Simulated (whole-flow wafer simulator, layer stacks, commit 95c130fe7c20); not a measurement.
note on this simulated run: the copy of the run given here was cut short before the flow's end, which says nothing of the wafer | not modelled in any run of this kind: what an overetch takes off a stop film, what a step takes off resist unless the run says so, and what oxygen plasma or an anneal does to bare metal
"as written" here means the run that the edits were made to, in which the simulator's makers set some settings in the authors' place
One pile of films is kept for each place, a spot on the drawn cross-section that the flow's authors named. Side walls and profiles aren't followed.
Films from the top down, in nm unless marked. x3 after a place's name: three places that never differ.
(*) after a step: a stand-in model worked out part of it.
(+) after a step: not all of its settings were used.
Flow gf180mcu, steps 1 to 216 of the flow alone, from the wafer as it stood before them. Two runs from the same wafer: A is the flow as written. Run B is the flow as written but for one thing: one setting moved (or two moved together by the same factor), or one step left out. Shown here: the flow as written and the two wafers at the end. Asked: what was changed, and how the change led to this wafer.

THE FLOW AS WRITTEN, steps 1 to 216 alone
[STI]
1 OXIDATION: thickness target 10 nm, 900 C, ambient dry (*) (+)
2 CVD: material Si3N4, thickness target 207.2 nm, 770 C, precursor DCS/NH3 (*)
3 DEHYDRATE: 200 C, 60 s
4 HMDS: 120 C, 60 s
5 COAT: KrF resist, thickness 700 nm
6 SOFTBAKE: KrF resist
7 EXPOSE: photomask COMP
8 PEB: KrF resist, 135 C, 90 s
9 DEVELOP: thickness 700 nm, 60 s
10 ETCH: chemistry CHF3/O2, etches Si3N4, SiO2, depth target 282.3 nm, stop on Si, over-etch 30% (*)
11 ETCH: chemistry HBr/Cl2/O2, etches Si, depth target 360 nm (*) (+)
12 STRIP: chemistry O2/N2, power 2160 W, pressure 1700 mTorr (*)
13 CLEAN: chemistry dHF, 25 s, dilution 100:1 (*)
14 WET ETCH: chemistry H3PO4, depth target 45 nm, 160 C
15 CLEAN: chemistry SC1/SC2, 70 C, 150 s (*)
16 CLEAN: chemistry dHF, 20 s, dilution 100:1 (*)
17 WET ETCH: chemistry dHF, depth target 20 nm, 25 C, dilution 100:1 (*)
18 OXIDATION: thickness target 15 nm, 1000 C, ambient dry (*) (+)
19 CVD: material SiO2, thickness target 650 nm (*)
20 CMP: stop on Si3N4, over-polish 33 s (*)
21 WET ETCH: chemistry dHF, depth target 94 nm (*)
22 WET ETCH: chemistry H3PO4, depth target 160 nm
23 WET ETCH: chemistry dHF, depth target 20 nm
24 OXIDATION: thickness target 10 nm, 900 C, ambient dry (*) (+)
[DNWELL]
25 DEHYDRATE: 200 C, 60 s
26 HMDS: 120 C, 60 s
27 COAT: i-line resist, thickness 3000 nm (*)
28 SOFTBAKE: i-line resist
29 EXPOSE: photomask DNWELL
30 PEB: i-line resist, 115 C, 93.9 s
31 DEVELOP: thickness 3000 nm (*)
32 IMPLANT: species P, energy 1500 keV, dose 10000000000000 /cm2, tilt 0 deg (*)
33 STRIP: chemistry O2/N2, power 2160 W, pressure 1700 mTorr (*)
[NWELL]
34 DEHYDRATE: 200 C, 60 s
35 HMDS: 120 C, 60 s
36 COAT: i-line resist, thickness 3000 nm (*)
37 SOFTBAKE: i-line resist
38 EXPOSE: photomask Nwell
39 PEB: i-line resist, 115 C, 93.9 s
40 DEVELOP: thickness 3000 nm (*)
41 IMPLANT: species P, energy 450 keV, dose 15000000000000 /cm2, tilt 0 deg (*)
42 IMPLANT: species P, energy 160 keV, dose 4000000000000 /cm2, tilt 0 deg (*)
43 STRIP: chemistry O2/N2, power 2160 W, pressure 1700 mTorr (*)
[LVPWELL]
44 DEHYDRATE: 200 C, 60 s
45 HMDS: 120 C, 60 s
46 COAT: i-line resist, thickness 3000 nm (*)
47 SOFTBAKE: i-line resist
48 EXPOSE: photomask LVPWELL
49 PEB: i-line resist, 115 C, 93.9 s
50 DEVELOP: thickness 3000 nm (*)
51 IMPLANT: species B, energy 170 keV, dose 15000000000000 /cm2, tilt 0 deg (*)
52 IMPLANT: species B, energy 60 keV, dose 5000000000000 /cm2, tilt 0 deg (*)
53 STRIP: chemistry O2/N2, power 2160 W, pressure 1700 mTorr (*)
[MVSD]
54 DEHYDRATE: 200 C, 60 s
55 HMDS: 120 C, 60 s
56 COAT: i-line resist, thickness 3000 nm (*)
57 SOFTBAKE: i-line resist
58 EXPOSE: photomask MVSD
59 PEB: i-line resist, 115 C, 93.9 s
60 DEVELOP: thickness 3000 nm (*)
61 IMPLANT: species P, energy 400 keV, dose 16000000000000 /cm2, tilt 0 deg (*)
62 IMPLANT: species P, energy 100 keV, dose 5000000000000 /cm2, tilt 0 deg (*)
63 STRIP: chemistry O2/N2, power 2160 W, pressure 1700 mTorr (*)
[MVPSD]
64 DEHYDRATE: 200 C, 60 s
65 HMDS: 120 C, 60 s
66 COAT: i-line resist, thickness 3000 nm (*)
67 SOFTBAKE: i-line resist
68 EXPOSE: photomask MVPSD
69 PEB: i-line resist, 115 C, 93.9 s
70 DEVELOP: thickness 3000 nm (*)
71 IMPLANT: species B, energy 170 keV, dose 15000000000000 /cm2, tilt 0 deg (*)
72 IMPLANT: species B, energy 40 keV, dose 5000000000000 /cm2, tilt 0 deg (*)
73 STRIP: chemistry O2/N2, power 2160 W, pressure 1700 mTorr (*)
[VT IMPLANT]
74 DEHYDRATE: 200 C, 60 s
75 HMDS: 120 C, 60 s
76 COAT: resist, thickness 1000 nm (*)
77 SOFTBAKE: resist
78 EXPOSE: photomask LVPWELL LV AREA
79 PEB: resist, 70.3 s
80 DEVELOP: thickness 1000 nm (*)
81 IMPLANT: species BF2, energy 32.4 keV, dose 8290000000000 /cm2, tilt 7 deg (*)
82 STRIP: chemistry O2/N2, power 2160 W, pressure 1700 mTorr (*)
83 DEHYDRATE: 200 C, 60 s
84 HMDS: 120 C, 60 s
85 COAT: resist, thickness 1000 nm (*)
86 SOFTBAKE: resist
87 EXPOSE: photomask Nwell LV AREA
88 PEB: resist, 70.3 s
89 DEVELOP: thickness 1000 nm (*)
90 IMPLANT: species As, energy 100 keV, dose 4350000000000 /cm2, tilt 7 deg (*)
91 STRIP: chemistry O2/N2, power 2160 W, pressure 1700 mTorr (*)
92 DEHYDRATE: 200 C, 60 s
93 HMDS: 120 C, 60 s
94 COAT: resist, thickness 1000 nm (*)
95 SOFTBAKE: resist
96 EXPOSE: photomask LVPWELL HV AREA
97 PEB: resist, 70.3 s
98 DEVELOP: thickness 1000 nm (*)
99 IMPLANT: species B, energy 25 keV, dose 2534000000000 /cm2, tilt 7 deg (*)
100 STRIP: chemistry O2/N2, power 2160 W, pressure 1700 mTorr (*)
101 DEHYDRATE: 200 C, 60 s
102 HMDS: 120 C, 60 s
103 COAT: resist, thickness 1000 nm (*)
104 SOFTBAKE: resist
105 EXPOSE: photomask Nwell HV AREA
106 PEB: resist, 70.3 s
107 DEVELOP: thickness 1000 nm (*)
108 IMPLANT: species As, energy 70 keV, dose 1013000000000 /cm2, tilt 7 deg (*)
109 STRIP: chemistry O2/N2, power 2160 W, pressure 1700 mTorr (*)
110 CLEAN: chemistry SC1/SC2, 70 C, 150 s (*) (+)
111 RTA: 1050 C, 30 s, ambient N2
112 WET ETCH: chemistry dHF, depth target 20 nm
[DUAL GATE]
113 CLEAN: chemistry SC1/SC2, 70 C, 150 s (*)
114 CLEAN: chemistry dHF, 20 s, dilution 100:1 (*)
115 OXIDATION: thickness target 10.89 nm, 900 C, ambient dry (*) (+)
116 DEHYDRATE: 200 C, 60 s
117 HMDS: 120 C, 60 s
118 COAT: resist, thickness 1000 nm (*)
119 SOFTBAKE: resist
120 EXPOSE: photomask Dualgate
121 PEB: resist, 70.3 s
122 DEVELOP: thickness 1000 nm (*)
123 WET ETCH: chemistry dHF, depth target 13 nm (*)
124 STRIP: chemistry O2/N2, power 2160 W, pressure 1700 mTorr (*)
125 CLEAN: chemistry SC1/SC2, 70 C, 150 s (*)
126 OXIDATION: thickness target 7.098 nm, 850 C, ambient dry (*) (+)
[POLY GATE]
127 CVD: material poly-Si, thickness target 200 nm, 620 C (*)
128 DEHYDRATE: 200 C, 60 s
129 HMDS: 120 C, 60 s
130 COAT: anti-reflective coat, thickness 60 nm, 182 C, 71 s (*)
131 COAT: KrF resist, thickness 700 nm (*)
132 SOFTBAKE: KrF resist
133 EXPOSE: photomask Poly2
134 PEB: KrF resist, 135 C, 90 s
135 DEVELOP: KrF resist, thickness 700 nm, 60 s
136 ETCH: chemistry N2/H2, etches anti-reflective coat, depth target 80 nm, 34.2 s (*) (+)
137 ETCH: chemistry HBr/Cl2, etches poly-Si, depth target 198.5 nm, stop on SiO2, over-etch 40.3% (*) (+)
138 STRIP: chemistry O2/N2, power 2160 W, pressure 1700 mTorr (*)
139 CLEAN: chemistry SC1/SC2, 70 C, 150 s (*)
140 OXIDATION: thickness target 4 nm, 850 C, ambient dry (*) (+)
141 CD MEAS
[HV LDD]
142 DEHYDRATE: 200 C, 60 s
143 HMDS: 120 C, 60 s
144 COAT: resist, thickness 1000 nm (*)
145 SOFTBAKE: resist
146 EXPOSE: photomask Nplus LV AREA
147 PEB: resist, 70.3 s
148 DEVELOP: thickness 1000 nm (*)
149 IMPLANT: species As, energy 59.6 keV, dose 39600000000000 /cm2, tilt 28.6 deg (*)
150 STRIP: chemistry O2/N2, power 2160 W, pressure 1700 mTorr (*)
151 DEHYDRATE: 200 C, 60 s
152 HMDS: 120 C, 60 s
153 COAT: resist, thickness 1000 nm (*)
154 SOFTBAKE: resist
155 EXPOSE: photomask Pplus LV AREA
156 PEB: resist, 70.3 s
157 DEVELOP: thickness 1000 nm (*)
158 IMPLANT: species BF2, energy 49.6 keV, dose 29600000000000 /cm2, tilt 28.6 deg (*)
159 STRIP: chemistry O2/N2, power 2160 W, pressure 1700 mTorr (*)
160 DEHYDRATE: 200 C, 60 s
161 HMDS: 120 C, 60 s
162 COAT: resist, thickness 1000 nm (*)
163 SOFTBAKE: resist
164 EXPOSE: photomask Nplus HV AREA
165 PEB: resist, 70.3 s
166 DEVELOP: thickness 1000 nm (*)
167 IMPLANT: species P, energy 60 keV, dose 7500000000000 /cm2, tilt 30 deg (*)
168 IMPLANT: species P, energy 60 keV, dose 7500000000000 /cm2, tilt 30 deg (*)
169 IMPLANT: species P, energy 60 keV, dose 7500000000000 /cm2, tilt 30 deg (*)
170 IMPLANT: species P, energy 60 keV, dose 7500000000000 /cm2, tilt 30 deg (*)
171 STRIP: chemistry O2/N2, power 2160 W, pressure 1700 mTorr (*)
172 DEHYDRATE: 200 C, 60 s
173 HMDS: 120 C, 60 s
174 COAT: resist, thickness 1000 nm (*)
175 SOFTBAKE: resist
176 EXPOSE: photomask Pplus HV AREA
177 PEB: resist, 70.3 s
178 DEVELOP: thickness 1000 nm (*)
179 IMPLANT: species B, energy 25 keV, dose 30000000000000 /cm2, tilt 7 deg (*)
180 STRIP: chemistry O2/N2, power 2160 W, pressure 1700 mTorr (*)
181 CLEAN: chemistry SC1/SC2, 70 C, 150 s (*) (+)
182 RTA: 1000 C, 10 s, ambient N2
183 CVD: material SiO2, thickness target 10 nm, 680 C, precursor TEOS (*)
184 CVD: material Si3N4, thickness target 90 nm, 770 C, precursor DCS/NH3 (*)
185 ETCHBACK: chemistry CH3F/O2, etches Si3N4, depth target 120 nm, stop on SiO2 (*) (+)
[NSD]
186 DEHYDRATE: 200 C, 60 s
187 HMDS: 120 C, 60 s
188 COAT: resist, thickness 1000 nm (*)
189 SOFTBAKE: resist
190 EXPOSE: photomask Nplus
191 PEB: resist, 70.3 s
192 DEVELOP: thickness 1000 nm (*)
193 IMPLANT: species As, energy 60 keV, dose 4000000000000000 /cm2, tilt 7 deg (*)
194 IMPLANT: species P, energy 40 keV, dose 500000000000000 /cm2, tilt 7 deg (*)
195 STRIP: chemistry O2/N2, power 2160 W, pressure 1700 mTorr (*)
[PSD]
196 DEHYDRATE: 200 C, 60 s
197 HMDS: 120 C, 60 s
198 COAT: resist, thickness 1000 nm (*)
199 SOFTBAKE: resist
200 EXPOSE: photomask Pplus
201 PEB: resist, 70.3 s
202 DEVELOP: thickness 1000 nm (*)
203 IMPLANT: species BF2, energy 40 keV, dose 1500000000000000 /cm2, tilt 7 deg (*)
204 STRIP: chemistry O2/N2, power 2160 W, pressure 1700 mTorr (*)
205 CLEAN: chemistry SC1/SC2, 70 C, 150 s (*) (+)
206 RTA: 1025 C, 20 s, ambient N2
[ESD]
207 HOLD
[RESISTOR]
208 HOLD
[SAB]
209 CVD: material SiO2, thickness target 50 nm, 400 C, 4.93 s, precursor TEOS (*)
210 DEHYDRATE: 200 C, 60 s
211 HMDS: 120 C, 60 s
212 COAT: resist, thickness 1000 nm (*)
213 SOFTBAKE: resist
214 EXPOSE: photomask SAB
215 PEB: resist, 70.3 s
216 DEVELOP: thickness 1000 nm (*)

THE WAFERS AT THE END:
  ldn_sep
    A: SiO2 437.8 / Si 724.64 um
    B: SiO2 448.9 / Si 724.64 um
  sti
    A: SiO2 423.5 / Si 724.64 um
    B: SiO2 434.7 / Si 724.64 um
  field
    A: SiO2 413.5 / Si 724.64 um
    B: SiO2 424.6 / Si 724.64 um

The cause: step 23, WET ETCH: depth target 11.4 nm was run, where the flow has depth target 20 nm.

How the change led to this, step by step:
  23 WET ETCH: chemistry dHF, depth target 20 nm
      field, field_sub, sti and 34 more: A SiO2 -26 | B SiO2 -14.8
  28 SOFTBAKE: i-line resist
      field: A i-line resist +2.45 | B i-line resist +3.26
      field_sub: A i-line resist +1.87 | B i-line resist +2.49
      (and at 34 more places)
  37 SOFTBAKE: i-line resist
      field: A i-line resist +2.45 | B i-line resist +3.26
      field_sub: A i-line resist +1.87 | B i-line resist +2.49
      (and at 34 more places)
  47 SOFTBAKE: i-line resist
      field: A i-line resist +2.45 | B i-line resist +3.26
      field_sub: A i-line resist +1.87 | B i-line resist +2.49
      (and at 34 more places)
  57 SOFTBAKE: i-line resist
      field: A i-line resist +2.45 | B i-line resist +3.26
      field_sub: A i-line resist +1.87 | B i-line resist +2.49
      (and at 34 more places)
  67 SOFTBAKE: i-line resist
      field: A i-line resist +2.45 | B i-line resist +3.26
      field_sub: A i-line resist +1.87 | B i-line resist +2.49
      (and at 34 more places)
  77 SOFTBAKE: resist
      gate_p_hv: A resist +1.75 | B resist +2.33
      iso_ptap_sub: A resist +1.9 | B resist +2.42
  86 SOFTBAKE: resist
      gate_p_hv: A resist +1.75 | B resist +2.33
      iso_ptap_sub: A resist +1.9 | B resist +2.42
  95 SOFTBAKE: resist
      gate_p_hv: A resist +1.75 | B resist +2.33
      iso_ptap_sub: A resist +1.9 | B resist +2.42
  104 SOFTBAKE: resist
      gate_p_hv: A resist +1.75 | B resist +2.33
      iso_ptap_sub: A resist +1.9 | B resist +2.42
  119 SOFTBAKE: resist
      field_sub: A resist -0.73 | B resist -1.24
      gate_p_hv: A resist +0.83 | B resist +1.4
      (and at 1 more place)
  130 COAT: anti-reflective coat, thickness 60 nm, 182 C, 71 s (*)
      p_well, spacer, sd_n: A anti-reflective coat +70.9 (new film) | B anti-reflective coat +81.6 (new film)
      field: A anti-reflective coat +61.5 (new film) | B anti-reflective coat +57.9 (new film)
      (and at 70 more places)
  136 ETCH: chemistry N2/H2, etches anti-reflective coat, depth target 80 nm, 34.2 s (*) (+)
      p_well, spacer, sd_n: A anti-reflective coat -70.9 (all of it), poly-Si -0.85 | B anti-reflective coat -81.6 (all of it), poly-Si -0.57
      field: A anti-reflective coat -61.5 (all of it), poly-Si -1.09 | B anti-reflective coat -57.9 (all of it), poly-Si -1.18
      (and at 49 more places)
  138 STRIP: chemistry O2/N2, power 2160 W, pressure 1700 mTorr (*)
      gate: A chemical SiO2 +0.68 (new film), KrF resist -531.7 (all of it), anti-reflective coat -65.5 (all of it), poly-Si -0.3 | B chemical SiO2 +0.68 (new film), KrF resist -532.4 (all of it), anti-reflective coat -70.3 (all of it), poly-Si -0.3
      gate_hv: A chemical SiO2 +0.68 (new film), KrF resist -528.4 (all of it), anti-reflective coat -61 (all of it), poly-Si -0.3 | B chemical SiO2 +0.68 (new film), KrF resist -530.7 (all of it), anti-reflective coat -62.8 (all of it), poly-Si -0.3
      (and at 19 more places)
  145 SOFTBAKE: resist
      gate_p_hv: A resist -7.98 | B resist -7.34
      iso_ptap_sub: A resist +0.67 | B resist +1.19
      (and at 2 more places)
  154 SOFTBAKE: resist
      gate_p_hv: A resist -7.98 | B resist -7.34
      iso_ptap_sub: A resist +0.67 | B resist +1.19
      (and at 2 more places)
  ... 5 more steps ...
  213 SOFTBAKE: resist
      gate_p_hv: A resist -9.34 | B resist -8.74
      iso_ptap_sub: A resist +0.66 | B resist +1.18
      (and at 3 more places)
